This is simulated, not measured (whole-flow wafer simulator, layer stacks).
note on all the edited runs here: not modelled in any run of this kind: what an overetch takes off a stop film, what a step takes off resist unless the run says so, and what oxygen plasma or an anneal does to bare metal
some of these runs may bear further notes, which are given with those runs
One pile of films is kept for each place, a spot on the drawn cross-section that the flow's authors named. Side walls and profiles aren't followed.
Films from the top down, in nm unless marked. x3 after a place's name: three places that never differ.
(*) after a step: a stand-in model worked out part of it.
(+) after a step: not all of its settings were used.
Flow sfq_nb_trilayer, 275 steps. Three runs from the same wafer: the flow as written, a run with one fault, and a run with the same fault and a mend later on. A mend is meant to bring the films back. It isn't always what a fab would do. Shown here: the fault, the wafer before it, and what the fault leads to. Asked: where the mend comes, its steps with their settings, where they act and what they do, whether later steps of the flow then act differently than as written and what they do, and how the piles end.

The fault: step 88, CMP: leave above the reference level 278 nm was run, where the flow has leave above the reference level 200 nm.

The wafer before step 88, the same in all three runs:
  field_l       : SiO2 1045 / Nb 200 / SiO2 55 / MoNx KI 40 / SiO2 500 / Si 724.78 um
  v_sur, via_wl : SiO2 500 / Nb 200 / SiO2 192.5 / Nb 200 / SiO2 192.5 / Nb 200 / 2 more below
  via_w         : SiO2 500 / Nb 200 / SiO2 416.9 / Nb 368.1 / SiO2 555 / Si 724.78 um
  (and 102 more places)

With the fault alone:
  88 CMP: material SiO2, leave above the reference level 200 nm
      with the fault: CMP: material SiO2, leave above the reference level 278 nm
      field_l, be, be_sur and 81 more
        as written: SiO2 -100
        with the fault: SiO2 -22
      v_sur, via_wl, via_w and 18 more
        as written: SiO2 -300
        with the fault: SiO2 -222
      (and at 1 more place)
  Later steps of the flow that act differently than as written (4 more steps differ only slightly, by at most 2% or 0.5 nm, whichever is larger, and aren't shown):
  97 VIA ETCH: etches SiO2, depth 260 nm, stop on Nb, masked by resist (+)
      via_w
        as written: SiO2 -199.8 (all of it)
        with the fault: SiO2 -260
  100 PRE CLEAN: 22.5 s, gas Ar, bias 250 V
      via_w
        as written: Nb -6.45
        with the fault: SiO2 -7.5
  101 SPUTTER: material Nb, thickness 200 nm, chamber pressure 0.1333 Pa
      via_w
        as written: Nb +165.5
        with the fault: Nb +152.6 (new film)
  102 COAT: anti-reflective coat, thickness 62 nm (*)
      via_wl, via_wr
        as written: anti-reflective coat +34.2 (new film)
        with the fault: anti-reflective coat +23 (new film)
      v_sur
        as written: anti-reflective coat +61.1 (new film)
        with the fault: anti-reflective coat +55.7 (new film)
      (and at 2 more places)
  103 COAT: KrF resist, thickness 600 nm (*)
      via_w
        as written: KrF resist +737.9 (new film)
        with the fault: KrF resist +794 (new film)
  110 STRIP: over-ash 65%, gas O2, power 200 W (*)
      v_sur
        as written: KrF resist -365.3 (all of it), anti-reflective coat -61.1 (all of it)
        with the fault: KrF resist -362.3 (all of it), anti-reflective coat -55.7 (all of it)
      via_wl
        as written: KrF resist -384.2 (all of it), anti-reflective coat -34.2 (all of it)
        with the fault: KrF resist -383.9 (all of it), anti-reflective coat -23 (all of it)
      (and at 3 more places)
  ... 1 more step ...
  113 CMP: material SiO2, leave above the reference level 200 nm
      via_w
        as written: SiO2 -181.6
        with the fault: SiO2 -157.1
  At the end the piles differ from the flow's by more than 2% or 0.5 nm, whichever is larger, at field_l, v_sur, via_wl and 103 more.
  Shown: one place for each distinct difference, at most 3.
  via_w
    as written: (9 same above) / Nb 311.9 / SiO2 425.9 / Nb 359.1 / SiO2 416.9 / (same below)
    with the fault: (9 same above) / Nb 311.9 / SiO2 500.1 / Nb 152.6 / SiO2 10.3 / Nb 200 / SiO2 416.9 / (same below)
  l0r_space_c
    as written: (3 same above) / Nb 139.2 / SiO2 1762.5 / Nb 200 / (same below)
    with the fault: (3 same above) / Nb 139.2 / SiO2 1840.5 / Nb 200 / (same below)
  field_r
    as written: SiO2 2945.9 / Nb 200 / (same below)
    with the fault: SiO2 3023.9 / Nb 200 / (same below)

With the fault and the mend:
  The mend comes after step 89.
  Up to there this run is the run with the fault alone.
  89a CMP: material SiO2, leave above the reference level 200 nm (the flow's step 88 once more)
      field_l, v_sur, via_wl and 103 more
        SiO2 -78
  No later step of the flow acts differently than as written at any place that is followed.
  At the end the piles are the same as the flow's at every place that both follow.
